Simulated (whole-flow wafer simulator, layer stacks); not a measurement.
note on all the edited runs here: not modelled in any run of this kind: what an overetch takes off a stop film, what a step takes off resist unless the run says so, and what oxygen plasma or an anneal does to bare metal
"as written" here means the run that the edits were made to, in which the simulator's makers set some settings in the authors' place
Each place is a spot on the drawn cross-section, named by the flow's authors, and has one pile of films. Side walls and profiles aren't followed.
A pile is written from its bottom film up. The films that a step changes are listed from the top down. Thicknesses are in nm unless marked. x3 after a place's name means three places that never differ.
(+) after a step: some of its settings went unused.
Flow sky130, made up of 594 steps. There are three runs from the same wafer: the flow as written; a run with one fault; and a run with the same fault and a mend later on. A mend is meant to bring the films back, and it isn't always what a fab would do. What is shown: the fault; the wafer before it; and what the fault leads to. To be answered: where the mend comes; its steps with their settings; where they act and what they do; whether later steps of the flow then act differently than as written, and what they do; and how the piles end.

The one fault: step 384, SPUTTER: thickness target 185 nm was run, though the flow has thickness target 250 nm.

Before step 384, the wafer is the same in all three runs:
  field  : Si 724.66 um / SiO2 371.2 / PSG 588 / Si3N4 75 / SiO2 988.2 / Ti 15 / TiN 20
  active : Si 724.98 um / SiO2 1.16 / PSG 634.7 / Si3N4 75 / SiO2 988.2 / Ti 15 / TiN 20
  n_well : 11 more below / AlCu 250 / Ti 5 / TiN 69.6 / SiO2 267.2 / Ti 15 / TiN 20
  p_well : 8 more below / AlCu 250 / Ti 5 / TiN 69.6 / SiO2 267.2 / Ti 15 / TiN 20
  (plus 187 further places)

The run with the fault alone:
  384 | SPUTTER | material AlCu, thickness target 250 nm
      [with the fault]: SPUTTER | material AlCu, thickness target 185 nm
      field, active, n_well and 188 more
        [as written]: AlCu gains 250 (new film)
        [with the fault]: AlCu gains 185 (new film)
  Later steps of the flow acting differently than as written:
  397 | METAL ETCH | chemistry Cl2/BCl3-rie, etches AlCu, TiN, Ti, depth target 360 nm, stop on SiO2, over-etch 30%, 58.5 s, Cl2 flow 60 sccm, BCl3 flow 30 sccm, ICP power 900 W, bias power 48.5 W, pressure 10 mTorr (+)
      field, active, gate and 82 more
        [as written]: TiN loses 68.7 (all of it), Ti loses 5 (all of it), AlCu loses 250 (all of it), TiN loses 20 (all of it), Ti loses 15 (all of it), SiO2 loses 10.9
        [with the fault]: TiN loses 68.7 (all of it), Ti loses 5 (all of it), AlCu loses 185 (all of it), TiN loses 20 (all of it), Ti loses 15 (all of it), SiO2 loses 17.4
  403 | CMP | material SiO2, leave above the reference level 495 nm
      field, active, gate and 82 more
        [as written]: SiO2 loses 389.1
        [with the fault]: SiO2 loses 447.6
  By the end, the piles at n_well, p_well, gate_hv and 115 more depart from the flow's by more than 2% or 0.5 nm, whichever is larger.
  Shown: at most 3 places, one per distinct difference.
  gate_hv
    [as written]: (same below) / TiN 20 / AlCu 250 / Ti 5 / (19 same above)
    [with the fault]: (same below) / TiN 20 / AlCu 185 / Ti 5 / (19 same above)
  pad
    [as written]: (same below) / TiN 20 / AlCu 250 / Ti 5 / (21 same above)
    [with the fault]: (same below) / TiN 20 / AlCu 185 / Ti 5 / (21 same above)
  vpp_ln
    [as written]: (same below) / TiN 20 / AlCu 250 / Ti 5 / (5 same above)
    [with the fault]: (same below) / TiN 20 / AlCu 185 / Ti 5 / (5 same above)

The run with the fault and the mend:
  The mend follows step 384.
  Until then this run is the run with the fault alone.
  384a | SPUTTER | material AlCu, thickness target 65 nm (the flow's step 384, run once more with other settings)
      field, active, n_well and 188 more
        AlCu gains 65
  Later steps of the flow that are run all act as written at every place that is followed.
  By the end, the piles equal the flow's at every place that both follow.
